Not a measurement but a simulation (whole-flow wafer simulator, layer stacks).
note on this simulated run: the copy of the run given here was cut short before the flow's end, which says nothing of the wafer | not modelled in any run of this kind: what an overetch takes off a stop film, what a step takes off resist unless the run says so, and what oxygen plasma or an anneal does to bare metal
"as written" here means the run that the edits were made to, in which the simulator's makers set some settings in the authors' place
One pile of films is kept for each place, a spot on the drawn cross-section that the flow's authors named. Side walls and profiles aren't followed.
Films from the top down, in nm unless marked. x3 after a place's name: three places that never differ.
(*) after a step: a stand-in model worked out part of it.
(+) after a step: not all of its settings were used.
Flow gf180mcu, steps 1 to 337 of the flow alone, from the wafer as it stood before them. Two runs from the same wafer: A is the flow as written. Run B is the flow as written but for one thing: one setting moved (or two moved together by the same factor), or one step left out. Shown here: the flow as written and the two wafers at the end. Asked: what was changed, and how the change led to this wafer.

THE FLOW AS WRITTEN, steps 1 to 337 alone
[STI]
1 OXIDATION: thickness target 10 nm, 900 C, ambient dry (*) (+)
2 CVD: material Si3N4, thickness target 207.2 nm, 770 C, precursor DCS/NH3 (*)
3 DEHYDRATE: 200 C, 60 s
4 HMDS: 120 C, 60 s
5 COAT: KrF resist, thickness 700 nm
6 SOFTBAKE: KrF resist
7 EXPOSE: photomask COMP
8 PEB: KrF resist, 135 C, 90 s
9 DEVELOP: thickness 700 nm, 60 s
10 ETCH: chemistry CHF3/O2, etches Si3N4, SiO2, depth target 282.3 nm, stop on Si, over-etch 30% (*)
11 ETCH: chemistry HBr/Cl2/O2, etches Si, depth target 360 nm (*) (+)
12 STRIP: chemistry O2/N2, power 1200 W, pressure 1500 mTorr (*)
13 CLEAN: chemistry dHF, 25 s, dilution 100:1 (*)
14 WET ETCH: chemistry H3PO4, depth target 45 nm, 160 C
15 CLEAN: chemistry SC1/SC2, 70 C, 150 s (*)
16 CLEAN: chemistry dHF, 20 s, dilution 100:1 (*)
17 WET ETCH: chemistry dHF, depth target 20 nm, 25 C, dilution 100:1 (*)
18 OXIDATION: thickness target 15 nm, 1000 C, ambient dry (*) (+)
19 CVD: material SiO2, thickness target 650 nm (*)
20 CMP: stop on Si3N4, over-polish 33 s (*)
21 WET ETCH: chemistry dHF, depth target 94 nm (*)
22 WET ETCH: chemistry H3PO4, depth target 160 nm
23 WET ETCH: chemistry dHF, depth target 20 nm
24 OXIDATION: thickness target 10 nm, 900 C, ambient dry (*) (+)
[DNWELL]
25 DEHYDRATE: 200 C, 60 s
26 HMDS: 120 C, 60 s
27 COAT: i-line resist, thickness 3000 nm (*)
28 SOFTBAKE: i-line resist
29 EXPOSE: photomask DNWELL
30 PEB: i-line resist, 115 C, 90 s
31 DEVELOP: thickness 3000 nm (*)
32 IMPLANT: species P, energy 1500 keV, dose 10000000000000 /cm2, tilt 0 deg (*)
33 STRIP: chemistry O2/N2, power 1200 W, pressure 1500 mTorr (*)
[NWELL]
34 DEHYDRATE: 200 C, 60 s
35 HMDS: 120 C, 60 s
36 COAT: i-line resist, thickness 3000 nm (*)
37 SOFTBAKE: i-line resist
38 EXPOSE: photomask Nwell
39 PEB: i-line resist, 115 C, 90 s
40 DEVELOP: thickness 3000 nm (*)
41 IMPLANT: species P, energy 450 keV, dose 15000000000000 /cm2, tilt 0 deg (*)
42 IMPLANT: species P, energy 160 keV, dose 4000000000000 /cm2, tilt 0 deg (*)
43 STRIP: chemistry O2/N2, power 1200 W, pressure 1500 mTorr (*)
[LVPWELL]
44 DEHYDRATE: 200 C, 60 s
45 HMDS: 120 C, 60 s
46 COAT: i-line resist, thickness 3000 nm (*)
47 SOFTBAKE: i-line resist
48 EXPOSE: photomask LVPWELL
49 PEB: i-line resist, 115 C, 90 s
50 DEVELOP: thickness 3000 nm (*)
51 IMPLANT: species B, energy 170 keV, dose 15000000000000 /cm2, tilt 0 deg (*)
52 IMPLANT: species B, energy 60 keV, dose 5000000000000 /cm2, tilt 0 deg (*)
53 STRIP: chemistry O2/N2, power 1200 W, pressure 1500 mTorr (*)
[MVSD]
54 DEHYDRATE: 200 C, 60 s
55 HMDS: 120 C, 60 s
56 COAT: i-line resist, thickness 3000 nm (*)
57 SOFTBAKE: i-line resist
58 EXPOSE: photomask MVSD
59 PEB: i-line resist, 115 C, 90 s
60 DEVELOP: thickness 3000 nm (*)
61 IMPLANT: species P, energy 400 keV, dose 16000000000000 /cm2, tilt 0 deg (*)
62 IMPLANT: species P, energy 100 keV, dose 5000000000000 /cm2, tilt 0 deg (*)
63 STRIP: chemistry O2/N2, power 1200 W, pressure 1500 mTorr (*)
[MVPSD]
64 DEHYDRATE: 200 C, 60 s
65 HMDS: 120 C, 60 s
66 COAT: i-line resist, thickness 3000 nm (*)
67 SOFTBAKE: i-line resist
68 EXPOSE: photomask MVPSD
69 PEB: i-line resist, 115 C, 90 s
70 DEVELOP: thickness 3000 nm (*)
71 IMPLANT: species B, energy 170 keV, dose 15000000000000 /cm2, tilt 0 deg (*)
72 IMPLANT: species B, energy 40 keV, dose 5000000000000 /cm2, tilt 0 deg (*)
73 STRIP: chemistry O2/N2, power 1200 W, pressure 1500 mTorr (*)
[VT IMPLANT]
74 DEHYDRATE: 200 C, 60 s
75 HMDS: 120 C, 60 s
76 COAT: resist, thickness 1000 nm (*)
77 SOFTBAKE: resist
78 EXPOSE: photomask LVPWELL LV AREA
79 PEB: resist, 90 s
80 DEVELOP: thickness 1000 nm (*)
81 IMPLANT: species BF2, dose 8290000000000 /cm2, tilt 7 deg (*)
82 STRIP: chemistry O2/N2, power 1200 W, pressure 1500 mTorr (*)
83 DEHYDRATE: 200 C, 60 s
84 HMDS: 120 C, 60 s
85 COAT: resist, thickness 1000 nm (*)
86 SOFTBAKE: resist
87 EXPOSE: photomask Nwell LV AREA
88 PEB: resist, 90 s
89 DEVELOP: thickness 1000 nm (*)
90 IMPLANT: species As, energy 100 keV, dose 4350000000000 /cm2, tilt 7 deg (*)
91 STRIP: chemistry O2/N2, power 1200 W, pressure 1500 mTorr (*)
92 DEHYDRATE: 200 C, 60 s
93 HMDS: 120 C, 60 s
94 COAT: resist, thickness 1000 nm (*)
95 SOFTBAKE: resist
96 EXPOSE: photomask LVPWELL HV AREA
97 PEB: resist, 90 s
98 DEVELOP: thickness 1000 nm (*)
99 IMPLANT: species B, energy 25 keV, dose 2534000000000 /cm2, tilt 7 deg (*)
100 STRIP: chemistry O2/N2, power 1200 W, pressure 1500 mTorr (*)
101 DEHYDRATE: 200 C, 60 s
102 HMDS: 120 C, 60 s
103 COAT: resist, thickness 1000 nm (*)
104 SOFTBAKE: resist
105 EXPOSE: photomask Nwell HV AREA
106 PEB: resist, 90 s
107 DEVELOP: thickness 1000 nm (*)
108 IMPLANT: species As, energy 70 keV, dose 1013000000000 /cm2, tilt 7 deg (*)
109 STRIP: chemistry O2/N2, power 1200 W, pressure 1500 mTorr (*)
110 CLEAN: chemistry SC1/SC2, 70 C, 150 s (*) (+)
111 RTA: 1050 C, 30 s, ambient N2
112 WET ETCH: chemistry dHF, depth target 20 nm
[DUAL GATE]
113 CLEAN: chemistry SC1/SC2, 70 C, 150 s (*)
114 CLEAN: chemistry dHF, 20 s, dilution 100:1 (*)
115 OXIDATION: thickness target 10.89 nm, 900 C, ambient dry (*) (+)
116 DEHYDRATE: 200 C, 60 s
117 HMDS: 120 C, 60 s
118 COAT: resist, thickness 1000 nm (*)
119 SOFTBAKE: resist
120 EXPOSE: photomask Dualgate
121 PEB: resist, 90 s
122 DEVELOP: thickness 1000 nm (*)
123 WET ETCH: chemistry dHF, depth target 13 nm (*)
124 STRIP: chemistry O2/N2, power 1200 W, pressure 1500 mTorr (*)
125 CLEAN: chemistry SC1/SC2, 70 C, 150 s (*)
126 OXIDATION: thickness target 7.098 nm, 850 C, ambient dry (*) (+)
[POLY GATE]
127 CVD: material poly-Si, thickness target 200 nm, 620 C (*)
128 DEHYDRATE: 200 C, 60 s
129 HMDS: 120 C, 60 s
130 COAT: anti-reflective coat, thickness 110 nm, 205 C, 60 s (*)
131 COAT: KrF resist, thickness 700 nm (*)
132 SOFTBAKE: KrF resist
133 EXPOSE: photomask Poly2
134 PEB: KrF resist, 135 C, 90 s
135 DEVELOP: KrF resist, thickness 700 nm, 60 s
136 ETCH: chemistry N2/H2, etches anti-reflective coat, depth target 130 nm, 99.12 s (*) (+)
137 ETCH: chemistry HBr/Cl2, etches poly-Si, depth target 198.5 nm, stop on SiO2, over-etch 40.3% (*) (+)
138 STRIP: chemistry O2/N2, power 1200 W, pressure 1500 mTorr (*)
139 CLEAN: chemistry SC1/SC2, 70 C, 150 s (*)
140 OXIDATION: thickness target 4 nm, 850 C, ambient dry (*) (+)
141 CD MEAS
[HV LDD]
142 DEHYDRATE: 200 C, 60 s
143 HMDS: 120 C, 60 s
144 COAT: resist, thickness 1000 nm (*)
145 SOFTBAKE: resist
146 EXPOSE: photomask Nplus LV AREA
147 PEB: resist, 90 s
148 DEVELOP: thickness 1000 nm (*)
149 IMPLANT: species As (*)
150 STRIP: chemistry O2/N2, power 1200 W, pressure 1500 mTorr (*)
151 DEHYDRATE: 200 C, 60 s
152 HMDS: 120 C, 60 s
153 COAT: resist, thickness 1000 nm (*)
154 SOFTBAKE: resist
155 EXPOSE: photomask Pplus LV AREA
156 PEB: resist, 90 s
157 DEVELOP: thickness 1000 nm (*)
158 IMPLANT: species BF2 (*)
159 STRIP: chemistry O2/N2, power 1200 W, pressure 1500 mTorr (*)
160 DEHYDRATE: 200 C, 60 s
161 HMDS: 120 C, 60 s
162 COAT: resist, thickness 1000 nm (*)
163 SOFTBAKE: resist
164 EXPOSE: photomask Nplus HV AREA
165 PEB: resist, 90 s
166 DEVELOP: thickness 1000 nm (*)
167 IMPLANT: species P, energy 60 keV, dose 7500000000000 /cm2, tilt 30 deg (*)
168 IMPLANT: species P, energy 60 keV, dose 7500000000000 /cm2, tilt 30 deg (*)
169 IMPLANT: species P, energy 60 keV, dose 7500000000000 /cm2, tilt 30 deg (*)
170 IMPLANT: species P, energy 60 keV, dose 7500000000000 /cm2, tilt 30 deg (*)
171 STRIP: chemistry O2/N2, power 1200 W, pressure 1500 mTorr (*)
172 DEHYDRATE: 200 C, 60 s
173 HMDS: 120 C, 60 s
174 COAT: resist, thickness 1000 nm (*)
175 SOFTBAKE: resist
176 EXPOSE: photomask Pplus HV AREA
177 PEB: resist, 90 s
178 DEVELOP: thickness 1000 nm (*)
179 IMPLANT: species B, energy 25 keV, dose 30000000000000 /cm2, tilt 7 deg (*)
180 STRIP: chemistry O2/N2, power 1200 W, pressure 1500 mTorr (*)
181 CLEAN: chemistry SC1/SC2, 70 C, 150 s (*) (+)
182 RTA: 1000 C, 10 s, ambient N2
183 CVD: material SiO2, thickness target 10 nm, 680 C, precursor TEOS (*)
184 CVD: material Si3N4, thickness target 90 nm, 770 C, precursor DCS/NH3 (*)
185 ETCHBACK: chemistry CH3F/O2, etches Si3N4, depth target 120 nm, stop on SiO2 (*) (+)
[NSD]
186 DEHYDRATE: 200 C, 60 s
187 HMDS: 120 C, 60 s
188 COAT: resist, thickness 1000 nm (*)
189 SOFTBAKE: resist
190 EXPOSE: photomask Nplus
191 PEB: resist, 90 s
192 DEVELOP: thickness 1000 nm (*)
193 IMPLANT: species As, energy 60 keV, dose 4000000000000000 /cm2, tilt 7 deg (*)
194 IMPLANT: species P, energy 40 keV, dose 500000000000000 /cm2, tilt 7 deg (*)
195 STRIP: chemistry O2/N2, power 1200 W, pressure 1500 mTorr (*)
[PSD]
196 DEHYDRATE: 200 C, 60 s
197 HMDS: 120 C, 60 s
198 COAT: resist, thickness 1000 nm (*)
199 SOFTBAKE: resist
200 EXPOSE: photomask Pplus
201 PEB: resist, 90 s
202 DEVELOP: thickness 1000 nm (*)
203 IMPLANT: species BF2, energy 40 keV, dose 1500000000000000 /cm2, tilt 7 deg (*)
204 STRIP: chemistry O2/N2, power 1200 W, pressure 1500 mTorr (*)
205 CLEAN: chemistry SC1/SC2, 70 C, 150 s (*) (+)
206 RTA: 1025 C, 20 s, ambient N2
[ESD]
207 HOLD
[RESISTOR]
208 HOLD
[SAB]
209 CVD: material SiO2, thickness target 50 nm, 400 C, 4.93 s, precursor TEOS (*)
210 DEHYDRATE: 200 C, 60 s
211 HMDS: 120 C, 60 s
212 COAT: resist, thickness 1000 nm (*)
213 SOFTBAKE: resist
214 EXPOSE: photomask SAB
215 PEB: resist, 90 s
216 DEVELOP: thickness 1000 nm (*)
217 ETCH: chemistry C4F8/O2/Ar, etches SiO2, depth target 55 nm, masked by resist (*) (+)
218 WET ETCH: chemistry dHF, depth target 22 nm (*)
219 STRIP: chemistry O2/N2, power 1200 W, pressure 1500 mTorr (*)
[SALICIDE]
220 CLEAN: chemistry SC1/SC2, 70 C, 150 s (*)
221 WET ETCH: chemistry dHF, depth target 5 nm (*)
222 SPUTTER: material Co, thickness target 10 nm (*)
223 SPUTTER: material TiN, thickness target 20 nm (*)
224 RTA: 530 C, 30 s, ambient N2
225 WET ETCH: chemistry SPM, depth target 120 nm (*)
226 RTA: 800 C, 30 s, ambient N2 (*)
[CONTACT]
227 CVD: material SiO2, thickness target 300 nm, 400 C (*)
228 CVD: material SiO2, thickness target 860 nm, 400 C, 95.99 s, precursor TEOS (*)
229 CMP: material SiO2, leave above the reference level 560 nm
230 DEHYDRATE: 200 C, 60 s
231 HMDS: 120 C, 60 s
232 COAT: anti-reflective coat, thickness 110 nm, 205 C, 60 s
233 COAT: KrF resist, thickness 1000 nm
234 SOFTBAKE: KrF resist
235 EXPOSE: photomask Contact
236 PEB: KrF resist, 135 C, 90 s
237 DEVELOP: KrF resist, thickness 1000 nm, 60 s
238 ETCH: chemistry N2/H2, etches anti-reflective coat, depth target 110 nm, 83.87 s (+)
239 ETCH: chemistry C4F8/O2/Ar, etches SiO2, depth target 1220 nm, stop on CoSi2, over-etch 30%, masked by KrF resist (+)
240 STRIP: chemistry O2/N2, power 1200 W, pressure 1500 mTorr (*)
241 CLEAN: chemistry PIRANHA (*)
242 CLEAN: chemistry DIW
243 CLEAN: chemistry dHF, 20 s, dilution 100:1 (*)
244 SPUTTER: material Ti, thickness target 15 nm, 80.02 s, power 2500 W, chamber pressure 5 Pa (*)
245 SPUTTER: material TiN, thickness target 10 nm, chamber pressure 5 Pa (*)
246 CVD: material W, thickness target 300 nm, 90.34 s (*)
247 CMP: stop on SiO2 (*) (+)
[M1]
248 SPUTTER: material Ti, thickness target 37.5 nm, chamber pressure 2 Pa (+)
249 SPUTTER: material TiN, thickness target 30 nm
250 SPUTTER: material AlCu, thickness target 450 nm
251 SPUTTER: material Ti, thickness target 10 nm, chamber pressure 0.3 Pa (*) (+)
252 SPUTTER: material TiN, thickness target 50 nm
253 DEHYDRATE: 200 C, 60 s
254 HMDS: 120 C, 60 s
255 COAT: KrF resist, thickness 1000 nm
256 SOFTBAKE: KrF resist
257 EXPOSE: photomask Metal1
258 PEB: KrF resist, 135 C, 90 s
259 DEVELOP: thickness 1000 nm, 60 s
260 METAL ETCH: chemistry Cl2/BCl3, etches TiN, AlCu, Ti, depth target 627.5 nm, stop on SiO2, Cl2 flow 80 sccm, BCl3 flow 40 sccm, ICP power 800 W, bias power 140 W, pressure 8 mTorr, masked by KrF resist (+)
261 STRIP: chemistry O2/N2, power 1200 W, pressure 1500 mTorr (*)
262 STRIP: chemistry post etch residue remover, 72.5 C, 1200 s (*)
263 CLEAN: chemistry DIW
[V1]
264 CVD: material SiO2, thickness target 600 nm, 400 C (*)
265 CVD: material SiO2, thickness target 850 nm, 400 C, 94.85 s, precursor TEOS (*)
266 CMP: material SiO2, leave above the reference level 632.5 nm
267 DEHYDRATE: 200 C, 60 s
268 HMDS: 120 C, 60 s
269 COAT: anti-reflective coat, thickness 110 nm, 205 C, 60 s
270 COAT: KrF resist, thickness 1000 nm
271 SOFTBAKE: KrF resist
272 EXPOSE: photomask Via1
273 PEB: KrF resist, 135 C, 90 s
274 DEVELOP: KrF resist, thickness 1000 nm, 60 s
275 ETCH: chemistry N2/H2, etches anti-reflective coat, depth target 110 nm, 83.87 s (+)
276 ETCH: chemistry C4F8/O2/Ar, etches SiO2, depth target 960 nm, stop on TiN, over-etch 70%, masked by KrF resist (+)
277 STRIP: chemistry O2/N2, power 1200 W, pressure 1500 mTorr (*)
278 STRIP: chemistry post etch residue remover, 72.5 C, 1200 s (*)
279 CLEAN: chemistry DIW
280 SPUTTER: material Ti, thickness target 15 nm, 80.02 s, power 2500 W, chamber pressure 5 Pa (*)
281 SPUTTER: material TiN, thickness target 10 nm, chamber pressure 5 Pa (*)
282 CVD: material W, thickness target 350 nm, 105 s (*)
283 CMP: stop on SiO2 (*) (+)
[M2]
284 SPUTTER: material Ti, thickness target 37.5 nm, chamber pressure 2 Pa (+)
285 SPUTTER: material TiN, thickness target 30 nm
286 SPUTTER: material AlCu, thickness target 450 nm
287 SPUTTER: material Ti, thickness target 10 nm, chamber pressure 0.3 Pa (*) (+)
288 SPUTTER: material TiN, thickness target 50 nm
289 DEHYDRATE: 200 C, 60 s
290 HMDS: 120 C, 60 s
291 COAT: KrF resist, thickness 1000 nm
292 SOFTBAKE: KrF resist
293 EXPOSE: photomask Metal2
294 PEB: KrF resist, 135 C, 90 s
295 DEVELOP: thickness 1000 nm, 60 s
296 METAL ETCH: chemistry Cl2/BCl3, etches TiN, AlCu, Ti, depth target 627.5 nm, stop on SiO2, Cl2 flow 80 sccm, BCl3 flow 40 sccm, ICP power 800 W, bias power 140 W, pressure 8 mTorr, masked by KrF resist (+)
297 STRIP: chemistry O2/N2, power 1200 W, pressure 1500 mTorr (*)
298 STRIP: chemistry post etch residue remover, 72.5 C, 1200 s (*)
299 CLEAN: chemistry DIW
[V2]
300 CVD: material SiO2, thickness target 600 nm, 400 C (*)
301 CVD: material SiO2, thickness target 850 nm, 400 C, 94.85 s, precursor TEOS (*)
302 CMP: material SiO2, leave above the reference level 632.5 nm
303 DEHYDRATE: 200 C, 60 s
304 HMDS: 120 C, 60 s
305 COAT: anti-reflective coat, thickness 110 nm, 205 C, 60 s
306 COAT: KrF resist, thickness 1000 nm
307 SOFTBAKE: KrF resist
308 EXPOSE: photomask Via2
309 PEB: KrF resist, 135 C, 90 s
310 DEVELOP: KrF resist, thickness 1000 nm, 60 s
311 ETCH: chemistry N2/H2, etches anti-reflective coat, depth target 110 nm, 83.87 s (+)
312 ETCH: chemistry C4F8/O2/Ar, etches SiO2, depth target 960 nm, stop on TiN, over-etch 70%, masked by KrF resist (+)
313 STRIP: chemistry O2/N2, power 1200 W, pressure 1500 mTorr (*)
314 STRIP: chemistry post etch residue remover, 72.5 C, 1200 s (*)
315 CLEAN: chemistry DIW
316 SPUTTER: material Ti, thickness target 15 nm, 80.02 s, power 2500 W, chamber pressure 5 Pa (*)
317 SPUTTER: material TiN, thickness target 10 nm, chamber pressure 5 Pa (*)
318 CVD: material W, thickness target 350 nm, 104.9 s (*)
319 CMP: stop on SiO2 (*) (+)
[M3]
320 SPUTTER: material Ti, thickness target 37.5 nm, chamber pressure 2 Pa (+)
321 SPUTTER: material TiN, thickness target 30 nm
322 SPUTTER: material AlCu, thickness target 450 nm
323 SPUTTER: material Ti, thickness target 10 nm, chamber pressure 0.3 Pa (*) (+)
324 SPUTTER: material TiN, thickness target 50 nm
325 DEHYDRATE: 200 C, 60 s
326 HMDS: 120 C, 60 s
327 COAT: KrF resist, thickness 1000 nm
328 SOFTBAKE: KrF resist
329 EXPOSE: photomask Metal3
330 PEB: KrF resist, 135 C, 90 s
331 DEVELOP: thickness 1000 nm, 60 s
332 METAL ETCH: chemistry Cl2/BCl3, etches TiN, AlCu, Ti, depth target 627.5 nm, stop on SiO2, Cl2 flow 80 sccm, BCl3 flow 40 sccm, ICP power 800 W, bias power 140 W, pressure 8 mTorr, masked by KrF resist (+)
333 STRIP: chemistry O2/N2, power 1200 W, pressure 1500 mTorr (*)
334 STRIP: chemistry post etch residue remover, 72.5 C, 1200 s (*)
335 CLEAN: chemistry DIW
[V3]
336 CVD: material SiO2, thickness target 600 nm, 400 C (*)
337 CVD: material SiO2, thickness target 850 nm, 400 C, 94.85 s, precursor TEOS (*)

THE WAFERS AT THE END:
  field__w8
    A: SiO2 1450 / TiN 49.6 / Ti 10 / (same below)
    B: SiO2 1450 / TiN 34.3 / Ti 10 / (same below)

The cause: step 324, SPUTTER: thickness target 34.7 nm was run, where the flow has thickness target 50 nm.

How the change led to this, step by step:
  324 SPUTTER: material TiN, thickness target 50 nm
      field, field__w1, field__w2 and 108 more: A TiN +50 (new film) | B TiN +34.7 (new film)
  332 METAL ETCH: chemistry Cl2/BCl3, etches TiN, AlCu, Ti, depth target 627.5 nm, stop on SiO2, Cl2 flow 80 sccm, BCl3 flow 40 sccm, ICP power 800 W, bias power 140 W, pressure 8 mTorr, masked by KrF resist (+)
      field, field__w1, field__w2 and 103 more: A TiN -50 (all of it), Ti -10 (all of it), AlCu -450 (all of it), TiN -30 (all of it), Ti -37.5 (all of it) | B TiN -34.7 (all of it), Ti -10 (all of it), AlCu -450 (all of it), TiN -30 (all of it), Ti -37.5 (all of it)
